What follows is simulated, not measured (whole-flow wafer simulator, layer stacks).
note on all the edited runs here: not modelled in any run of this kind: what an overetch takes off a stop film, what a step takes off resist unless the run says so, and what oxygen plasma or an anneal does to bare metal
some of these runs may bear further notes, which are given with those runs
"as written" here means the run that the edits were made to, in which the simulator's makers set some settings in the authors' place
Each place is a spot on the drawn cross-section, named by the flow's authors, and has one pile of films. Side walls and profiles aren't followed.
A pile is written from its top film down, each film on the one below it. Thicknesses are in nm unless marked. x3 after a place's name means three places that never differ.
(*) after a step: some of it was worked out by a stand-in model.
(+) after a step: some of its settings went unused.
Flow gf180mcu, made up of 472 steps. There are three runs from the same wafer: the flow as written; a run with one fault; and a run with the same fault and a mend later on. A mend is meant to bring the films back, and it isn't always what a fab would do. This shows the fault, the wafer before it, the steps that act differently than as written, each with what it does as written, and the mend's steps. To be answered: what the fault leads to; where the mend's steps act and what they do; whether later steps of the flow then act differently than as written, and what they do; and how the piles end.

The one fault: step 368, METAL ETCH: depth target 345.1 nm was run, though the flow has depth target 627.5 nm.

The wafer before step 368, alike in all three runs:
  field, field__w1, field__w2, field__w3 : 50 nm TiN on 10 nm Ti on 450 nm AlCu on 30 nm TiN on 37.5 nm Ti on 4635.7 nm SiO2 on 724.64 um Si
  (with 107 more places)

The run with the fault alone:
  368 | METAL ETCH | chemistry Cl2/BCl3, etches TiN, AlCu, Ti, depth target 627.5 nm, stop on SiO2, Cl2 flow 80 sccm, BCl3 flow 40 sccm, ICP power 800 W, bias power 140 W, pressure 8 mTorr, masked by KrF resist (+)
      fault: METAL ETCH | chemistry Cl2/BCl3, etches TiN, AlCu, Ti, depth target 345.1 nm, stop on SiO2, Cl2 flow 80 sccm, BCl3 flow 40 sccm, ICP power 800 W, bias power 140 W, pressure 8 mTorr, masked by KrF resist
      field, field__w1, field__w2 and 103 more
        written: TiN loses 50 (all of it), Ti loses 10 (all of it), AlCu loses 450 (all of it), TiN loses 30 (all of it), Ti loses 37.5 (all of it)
        fault: TiN loses 50 (all of it), Ti loses 10 (all of it), AlCu loses 285.1
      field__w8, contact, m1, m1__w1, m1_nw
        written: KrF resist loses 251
        fault: KrF resist loses 138
  Later steps of the flow acting differently than as written:
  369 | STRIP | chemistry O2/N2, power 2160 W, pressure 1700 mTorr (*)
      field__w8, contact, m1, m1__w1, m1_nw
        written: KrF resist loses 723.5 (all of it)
        fault: KrF resist loses 836.5 (all of it)
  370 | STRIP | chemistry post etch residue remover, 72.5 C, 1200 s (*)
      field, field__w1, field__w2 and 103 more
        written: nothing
        fault: AlCu loses 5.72
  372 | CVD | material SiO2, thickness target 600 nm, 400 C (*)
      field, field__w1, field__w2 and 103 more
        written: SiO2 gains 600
        fault: SiO2 gains 600 (new film)
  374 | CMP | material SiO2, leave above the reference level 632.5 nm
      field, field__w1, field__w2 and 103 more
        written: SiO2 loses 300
        fault: SiO2 loses 526.7
  The piles end different from the flow's at field, field__w1, field__w2 and 104 more by more than 2% or 0.5 nm, whichever is larger.
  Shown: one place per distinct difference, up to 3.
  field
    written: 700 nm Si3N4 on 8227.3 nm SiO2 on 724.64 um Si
    fault: 700 nm Si3N4 on 3364.9 nm SiO2 on 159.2 nm AlCu on 30 nm TiN on 37.5 nm Ti on 4635.7 nm SiO2 on 724.64 um Si
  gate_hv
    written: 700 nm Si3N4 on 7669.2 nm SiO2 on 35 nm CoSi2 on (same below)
    fault: 700 nm Si3N4 on 3364.9 nm SiO2 on 159.2 nm AlCu on 30 nm TiN on 37.5 nm Ti on 4077.6 nm SiO2 on 35 nm CoSi2 on (same below)
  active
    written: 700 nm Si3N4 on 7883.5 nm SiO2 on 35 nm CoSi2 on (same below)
    fault: 700 nm Si3N4 on 3364.9 nm SiO2 on 159.2 nm AlCu on 30 nm TiN on 37.5 nm Ti on 4291.9 nm SiO2 on 35 nm CoSi2 on (same below)

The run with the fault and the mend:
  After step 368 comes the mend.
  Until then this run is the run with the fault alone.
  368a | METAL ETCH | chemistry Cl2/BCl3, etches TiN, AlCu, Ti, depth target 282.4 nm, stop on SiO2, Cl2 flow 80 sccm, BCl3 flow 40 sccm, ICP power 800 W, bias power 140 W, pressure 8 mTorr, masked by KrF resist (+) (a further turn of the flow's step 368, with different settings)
      field, field__w1, field__w2 and 103 more
        AlCu loses 164.9 (all of it), TiN loses 30 (all of it), Ti loses 37.5 (all of it)
      field__w8, contact, m1, m1__w1, m1_nw
        KrF resist loses 113
  Later steps of the flow that are run all act as written at every place that is followed.
  By the end, the piles equal the flow's at every place that both follow.
